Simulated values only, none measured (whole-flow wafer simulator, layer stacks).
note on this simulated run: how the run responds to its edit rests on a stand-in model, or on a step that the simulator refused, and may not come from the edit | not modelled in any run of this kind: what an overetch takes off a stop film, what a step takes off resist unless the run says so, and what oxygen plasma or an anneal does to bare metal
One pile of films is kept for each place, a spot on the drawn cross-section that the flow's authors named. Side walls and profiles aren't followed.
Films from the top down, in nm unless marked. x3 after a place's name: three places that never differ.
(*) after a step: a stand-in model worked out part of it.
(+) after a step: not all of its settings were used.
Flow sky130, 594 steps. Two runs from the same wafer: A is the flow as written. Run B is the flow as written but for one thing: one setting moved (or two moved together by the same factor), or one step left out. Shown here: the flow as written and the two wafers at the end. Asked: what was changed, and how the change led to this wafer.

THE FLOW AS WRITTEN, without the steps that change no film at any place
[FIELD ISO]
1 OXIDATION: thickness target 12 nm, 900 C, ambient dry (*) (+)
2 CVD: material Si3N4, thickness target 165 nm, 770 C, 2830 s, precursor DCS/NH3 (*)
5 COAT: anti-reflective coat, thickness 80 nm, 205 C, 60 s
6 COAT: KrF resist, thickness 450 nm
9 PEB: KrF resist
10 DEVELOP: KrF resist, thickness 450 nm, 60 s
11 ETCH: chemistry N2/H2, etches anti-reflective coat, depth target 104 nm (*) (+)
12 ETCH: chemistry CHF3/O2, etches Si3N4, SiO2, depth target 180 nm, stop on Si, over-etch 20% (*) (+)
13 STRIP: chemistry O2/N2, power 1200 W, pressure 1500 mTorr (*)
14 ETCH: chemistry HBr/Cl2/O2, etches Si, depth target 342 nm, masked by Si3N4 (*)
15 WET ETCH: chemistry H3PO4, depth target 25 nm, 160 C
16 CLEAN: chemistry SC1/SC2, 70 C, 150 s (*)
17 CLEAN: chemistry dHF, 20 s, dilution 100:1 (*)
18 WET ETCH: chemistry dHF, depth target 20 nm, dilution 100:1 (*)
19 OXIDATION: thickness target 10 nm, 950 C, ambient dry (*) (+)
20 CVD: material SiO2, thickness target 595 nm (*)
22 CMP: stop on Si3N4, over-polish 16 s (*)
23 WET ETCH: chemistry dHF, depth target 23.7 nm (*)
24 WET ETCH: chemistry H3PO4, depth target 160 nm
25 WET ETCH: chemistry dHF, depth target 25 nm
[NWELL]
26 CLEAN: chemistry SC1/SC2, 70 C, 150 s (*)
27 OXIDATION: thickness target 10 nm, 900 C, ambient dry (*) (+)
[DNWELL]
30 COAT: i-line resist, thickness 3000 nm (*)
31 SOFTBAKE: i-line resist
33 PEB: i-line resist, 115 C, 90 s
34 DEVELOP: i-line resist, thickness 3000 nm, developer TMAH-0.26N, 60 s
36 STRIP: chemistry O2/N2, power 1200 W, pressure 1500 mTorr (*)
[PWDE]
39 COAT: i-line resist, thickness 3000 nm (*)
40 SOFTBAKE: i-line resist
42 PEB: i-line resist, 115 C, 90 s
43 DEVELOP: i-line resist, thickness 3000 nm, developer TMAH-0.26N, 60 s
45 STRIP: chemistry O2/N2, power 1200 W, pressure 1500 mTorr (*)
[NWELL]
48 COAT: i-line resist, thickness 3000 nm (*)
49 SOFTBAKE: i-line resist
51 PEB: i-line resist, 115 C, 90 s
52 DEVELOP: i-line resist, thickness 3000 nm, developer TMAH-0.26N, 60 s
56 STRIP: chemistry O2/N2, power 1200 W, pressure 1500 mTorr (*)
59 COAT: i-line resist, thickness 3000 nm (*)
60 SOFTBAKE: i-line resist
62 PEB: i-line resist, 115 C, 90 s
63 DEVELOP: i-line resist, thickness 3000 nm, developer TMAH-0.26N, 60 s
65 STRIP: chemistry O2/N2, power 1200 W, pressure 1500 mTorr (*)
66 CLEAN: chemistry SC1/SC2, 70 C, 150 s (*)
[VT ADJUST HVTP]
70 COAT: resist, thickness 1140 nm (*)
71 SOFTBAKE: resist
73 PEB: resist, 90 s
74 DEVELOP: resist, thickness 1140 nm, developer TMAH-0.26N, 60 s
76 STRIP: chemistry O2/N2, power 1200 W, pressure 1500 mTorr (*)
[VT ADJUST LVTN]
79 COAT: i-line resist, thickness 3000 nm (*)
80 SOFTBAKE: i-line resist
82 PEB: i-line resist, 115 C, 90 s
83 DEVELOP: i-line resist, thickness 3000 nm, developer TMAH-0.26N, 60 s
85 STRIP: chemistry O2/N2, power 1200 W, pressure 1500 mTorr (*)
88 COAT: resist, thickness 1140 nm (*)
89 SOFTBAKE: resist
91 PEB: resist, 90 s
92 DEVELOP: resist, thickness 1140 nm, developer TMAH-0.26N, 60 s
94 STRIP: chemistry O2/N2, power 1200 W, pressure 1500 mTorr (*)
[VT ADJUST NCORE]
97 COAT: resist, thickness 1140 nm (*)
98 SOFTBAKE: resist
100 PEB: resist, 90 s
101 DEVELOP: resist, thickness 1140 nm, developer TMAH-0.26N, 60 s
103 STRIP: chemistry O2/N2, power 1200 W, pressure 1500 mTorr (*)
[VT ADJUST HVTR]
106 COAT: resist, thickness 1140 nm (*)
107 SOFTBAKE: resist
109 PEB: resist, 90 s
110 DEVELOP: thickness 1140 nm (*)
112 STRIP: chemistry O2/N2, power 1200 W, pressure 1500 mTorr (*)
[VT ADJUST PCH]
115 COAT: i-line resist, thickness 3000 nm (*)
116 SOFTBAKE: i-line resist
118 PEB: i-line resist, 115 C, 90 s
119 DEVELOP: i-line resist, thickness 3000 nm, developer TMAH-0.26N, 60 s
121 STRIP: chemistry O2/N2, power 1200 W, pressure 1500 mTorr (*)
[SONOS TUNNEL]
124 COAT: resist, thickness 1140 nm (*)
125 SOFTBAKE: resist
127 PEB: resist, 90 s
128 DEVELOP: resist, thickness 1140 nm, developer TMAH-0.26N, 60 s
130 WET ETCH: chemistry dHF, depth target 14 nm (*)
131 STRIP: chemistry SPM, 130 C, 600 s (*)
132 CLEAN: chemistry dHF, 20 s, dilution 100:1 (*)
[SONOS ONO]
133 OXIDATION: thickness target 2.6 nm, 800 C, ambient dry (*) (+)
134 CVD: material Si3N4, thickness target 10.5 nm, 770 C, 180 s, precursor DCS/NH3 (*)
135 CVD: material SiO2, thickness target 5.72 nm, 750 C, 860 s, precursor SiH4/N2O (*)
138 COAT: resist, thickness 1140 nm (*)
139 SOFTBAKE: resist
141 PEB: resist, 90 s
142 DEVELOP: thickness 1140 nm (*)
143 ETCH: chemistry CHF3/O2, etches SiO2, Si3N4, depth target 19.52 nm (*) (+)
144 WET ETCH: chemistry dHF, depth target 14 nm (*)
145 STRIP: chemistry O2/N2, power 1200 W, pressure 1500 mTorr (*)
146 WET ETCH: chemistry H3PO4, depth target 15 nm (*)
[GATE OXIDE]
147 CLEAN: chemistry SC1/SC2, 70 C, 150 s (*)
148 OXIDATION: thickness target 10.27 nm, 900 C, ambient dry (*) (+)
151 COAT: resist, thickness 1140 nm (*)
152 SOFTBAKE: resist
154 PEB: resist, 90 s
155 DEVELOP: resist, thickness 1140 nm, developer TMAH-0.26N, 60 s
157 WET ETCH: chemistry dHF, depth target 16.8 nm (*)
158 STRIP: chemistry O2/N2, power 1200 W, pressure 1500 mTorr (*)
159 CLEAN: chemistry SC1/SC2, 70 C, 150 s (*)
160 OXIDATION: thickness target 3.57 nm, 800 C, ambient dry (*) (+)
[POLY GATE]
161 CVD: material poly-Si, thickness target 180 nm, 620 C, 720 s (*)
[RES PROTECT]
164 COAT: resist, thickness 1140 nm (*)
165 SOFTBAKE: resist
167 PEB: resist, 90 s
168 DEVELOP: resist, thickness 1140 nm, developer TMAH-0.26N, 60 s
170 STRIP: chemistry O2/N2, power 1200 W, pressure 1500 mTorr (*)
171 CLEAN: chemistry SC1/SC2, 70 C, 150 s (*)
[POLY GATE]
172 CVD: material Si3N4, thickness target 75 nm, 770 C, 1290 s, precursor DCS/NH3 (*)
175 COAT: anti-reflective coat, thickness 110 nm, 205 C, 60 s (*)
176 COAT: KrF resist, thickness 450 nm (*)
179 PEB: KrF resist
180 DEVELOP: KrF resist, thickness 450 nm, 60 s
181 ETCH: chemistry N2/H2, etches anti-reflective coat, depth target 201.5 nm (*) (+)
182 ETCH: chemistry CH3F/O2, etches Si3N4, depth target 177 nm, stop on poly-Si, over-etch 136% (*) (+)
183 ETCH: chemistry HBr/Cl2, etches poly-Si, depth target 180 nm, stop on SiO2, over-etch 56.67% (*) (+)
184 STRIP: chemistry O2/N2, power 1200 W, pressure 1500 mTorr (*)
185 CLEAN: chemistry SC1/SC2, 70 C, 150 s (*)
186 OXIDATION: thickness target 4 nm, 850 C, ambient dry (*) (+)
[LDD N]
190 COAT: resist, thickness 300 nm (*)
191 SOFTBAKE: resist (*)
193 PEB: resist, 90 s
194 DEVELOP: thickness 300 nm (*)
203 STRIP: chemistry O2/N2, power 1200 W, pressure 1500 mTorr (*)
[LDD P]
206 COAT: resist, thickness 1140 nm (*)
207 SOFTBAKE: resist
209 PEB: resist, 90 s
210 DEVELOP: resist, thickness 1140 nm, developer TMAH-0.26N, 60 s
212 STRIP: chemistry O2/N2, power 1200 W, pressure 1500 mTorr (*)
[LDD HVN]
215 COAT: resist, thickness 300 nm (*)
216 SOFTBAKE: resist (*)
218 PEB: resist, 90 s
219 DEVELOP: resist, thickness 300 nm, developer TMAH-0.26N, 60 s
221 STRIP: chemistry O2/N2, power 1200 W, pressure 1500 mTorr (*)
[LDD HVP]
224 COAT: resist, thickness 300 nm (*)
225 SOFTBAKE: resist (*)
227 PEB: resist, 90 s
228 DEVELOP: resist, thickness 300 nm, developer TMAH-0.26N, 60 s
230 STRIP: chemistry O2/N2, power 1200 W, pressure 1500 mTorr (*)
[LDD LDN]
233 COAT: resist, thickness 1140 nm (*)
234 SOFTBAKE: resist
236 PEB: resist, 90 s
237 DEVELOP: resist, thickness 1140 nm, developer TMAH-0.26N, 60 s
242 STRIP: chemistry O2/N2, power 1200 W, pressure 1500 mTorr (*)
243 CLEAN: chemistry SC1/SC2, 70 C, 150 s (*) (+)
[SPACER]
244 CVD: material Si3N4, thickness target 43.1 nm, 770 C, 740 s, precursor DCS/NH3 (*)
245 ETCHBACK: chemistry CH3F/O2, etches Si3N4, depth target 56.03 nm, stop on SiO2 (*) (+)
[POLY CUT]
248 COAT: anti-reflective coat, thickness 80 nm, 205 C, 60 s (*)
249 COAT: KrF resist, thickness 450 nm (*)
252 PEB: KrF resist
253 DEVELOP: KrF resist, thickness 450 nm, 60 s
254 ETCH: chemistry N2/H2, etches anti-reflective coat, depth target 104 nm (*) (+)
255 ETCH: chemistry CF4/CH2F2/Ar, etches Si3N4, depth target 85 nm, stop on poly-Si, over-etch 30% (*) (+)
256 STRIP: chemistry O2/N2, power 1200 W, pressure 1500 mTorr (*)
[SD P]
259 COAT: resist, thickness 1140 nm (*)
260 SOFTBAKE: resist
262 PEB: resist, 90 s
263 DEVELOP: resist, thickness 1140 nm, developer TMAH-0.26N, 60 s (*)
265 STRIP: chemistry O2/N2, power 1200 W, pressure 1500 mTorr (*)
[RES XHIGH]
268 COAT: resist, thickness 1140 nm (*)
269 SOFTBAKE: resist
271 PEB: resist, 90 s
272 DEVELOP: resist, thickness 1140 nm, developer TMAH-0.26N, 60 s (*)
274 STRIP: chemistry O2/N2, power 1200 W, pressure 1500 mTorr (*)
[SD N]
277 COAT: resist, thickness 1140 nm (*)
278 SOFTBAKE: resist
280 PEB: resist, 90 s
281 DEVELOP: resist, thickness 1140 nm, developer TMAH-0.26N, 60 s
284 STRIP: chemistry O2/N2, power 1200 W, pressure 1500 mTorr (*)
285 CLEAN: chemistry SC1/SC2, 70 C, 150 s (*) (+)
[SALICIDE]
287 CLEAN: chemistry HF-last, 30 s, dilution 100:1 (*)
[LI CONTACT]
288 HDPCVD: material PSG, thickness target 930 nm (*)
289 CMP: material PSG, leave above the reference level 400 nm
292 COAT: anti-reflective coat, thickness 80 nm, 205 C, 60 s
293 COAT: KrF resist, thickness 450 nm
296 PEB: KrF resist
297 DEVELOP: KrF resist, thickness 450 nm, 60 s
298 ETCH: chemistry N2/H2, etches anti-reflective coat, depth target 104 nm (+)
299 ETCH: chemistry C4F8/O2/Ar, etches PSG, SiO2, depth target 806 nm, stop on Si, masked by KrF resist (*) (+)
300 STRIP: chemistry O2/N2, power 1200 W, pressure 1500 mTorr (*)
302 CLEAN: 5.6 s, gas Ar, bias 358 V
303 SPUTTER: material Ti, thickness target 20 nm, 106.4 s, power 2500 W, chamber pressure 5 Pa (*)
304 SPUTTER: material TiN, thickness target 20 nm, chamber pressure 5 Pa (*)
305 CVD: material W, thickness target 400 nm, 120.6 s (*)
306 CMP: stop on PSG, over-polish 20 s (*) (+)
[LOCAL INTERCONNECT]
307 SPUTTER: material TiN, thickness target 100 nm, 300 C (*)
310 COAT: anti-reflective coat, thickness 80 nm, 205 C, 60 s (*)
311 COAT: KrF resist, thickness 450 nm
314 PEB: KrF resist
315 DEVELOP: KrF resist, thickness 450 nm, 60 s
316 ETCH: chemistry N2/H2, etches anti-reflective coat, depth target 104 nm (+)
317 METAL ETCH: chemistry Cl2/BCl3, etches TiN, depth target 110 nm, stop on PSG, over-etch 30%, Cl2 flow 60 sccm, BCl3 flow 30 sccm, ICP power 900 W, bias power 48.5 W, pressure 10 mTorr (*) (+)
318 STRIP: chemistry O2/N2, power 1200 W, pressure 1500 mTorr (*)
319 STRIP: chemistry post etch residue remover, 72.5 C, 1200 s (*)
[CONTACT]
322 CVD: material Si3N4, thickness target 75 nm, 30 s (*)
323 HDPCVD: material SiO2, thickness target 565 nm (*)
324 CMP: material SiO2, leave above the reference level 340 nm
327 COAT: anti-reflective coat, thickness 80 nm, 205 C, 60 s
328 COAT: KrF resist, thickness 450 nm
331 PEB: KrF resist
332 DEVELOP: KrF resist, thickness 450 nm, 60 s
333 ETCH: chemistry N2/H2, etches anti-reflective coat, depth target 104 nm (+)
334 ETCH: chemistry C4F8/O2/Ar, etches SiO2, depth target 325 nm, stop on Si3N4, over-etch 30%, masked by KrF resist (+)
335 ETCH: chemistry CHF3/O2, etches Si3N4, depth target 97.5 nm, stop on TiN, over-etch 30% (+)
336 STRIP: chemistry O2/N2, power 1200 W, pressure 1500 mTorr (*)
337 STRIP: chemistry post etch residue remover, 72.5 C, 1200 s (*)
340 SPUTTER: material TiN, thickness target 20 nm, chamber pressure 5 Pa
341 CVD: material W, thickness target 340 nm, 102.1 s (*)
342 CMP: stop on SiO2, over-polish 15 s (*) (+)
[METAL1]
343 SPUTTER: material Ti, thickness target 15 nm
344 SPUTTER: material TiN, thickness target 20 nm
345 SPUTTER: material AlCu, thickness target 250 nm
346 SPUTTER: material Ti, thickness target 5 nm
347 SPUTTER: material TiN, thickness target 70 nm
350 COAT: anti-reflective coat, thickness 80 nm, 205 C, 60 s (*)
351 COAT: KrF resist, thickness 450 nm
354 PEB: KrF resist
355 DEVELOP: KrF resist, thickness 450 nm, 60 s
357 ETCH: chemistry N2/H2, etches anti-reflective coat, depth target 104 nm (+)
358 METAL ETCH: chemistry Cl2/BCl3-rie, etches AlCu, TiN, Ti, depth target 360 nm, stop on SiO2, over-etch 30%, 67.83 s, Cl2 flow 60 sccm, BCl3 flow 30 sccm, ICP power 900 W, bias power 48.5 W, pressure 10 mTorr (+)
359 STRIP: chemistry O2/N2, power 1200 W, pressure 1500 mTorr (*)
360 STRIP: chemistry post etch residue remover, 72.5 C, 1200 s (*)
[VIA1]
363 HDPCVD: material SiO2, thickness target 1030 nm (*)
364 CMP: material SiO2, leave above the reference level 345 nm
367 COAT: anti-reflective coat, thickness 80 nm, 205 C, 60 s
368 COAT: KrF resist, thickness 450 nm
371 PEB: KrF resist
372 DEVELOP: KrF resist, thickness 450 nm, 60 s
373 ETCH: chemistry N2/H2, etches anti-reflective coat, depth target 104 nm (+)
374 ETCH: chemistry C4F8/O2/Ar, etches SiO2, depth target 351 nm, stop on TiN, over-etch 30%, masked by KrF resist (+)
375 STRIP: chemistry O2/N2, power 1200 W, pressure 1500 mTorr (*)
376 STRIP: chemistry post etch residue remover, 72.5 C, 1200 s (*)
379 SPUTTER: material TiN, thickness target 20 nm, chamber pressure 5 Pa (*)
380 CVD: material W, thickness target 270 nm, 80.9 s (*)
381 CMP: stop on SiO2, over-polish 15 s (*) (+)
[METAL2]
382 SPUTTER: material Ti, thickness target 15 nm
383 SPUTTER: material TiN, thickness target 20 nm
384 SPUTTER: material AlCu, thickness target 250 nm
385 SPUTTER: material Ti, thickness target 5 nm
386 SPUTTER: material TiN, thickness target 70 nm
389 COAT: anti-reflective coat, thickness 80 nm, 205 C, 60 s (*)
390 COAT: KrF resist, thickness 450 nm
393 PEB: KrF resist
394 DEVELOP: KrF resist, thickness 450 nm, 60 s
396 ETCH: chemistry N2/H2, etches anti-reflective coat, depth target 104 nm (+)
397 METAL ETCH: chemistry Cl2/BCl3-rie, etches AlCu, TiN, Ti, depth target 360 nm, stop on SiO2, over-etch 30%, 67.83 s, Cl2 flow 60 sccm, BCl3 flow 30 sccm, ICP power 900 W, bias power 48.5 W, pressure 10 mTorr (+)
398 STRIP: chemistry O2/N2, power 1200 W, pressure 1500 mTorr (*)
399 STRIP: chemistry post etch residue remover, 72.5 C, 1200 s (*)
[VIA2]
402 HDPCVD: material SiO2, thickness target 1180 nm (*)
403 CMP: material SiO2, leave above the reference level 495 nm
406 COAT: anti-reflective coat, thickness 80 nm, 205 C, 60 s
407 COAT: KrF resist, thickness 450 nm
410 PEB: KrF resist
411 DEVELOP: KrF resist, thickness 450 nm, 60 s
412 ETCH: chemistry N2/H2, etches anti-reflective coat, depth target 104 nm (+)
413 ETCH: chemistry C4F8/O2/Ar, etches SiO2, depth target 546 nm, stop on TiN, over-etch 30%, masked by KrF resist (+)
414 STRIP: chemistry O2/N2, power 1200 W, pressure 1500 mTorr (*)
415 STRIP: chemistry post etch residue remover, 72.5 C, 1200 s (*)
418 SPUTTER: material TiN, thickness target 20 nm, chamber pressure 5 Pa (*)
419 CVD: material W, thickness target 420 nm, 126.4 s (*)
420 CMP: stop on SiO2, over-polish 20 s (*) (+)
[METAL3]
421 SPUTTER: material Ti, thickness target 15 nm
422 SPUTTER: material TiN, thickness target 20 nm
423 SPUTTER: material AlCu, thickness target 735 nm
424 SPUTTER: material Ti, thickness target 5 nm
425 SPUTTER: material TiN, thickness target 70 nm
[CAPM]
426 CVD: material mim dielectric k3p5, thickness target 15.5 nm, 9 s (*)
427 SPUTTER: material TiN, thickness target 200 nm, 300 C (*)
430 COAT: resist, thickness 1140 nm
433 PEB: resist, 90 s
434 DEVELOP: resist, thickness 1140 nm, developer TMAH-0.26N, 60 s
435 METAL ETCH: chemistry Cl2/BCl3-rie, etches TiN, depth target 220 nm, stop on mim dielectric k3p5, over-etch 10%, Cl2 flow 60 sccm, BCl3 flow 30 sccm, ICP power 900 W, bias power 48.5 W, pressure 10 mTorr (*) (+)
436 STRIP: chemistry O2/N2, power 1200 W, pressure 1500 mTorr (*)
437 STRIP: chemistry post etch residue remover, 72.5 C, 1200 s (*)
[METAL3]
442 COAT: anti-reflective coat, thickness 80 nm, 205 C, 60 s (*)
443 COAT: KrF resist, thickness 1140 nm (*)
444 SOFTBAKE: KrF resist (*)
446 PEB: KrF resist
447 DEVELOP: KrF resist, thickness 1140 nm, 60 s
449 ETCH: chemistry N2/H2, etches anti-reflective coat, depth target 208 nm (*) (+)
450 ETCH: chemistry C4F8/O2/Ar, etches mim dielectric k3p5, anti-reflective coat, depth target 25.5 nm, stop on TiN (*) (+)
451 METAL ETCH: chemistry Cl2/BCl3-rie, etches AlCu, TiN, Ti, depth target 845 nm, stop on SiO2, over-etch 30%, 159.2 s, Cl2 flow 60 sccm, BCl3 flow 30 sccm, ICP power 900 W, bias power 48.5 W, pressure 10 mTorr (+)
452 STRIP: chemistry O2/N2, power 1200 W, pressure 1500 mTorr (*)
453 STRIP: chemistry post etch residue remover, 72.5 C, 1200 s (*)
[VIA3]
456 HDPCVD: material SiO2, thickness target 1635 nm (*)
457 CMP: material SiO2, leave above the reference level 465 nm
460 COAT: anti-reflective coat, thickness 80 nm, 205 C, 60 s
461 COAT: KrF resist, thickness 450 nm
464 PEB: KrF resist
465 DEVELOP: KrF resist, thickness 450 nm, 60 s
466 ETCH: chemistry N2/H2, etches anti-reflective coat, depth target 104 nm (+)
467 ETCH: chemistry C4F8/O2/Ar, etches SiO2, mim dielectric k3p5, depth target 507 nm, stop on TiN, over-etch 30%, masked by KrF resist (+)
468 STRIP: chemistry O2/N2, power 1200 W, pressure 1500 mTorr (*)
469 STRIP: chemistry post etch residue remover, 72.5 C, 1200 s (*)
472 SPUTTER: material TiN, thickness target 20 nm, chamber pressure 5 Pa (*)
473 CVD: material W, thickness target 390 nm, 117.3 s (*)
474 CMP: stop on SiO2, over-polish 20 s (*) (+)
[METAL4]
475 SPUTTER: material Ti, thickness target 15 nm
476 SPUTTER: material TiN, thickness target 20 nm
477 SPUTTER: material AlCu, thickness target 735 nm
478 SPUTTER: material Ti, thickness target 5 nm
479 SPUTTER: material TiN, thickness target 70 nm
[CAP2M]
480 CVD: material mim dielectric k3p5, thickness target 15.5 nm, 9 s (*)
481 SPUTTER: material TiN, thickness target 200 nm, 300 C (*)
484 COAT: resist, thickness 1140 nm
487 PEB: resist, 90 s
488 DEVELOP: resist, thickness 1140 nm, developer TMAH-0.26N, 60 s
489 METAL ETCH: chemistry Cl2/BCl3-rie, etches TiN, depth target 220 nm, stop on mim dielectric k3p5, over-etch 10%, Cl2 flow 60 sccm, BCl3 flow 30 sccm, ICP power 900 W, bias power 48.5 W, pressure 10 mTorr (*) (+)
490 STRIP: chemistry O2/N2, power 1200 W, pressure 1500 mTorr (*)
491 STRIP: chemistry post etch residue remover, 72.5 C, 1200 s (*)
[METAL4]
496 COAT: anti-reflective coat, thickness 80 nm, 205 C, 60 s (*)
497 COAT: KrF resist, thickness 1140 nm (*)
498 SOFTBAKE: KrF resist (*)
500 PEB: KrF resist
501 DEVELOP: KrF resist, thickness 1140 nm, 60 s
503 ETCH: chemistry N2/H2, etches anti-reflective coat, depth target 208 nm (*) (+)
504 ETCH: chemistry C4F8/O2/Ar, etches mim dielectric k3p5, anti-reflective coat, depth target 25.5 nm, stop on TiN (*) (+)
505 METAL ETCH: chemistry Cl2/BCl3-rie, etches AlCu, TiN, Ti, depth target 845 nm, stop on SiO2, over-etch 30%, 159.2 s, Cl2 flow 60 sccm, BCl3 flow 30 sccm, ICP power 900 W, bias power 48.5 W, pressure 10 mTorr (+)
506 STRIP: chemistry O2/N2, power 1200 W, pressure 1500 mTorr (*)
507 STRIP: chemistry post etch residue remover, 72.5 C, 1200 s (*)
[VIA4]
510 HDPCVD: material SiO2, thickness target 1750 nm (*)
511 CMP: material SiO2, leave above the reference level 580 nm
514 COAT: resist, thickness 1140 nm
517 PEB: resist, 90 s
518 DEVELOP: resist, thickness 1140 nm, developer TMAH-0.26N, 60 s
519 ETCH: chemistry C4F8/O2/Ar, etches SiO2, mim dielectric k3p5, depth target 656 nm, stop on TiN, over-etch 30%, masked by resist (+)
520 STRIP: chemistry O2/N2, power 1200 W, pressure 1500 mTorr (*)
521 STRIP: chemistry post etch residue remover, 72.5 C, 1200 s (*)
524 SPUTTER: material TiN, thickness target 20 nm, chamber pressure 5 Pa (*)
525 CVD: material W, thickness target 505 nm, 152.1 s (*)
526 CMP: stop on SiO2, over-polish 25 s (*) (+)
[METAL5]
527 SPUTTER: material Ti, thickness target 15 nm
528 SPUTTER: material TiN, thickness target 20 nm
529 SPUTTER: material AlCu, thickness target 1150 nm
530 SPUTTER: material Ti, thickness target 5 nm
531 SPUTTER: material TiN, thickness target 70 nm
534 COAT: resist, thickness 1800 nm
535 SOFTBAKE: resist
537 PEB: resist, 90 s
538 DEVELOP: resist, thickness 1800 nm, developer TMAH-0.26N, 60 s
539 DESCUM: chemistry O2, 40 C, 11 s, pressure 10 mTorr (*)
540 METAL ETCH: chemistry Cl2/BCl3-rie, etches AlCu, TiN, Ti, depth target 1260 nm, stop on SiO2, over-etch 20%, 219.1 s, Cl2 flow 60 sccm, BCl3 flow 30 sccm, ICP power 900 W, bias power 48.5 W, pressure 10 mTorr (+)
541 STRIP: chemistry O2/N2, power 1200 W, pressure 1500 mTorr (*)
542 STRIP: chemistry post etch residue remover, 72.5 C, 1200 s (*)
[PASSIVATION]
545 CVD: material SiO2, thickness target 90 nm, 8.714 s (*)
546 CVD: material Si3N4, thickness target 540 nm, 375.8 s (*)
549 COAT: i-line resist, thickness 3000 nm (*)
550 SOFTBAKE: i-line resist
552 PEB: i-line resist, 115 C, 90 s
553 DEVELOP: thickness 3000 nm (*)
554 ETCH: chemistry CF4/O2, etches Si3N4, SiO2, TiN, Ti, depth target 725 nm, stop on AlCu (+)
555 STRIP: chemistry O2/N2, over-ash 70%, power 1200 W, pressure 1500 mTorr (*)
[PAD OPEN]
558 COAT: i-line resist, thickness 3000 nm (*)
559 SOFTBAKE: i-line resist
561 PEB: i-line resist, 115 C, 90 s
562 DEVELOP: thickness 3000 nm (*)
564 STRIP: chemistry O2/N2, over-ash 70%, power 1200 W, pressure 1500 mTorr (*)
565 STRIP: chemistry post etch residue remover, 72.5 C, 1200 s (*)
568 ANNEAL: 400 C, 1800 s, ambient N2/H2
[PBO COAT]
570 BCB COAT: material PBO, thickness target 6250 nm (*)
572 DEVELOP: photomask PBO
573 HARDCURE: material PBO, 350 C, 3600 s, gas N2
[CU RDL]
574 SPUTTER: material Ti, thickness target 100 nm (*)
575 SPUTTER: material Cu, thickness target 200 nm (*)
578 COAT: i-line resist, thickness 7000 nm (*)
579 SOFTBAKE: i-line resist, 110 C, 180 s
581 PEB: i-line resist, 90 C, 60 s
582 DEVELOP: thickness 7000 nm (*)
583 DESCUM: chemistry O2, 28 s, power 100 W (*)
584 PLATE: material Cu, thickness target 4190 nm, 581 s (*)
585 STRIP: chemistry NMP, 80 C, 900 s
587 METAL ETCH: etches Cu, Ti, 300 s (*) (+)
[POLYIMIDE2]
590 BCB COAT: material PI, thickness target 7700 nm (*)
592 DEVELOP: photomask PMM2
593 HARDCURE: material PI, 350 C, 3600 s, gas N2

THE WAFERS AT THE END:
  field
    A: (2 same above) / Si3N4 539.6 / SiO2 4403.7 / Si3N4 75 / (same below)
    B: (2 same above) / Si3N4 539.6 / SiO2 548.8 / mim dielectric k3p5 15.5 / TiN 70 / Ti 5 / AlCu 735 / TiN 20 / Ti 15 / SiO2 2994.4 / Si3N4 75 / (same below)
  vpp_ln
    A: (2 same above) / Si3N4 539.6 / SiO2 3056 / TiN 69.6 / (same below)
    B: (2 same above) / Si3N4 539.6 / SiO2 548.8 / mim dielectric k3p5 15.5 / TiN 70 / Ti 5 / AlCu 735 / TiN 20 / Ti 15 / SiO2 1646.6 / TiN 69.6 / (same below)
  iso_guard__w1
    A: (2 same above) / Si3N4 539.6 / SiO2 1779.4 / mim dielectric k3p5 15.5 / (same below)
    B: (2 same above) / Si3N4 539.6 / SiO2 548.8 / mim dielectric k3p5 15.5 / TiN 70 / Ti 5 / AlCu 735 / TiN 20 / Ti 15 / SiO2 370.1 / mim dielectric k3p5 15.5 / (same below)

The cause: step 503, ETCH: chemistry N2/H2, etches anti-reflective coat, depth target 208 nm (*) (+), was left out.

How the change led to this, step by step:
  504 ETCH: chemistry C4F8/O2/Ar, etches mim dielectric k3p5, anti-reflective coat, depth target 25.5 nm, stop on TiN (*) (+)
      field, active, gate and 85 more: A mim dielectric k3p5 -15.5 (all of it) | B anti-reflective coat -25.5
      n_well, p_well, gate_hv and 102 more: A KrF resist -15.5 | B KrF resist -17
  505 METAL ETCH: chemistry Cl2/BCl3-rie, etches AlCu, TiN, Ti, depth target 845 nm, stop on SiO2, over-etch 30%, 159.2 s, Cl2 flow 60 sccm, BCl3 flow 30 sccm, ICP power 900 W, bias power 48.5 W, pressure 10 mTorr (+)
      iso_guard, iso_guard__w1, vpp_sp and 57 more: A TiN -70 (all of it), Ti -5 (all of it), AlCu -735 (all of it), TiN -20 (all of it), Ti -15 (all of it), SiO2 -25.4 | B anti-reflective coat -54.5 (all of it)
      vpp_iso1, mim_edge_plate, poly_licon and 11 more: A TiN -70 (all of it), Ti -5 (all of it), AlCu -735 (all of it), TiN -20 (all of it), Ti -15 (all of it), SiO2 -25.3 | B anti-reflective coat -54.5 (all of it)
      (and at 14 more places)
  506 STRIP: chemistry O2/N2, power 1200 W, pressure 1500 mTorr (*)
      n_well, p_well, gate_hv and 81 more: A KrF resist -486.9 (all of it), anti-reflective coat -80 (all of it) | B KrF resist -552.1 (all of it), anti-reflective coat -80 (all of it)
      m1, via3_hole: A KrF resist -487 (all of it), anti-reflective coat -80.5 (all of it) | B KrF resist -552.2 (all of it), anti-reflective coat -80.5 (all of it)
      (and at 19 more places)
  510 HDPCVD: material SiO2, thickness target 1750 nm (*)
      field, active, gate and 85 more: A SiO2 +1750 | B SiO2 +1750 (new film)
  511 CMP: material SiO2, leave above the reference level 580 nm
      field, active, gate and 76 more: A SiO2 -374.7 | B SiO2 -1260.5
      iso_guard__w1, mim_edge_gap, vpp_l1ln and 6 more: A SiO2 -374.6 | B SiO2 -1260.5
Counting metal films that touch as one body, field has 1 body; the flow as written gives 0 bodies.
Counting metal films that touch as one body, vpp_ln has 3 bodies (between them, from the top down: SiO2 1646.6; SiO2 267.2); the flow as written gives 2 bodies (between them, from the top down: SiO2 267.2).
Counting metal films that touch as one body, iso_guard__w1 has 2 bodies (between them, from the top down: SiO2 370.1 / mim dielectric k3p5 15.5); the flow as written gives 1 body.
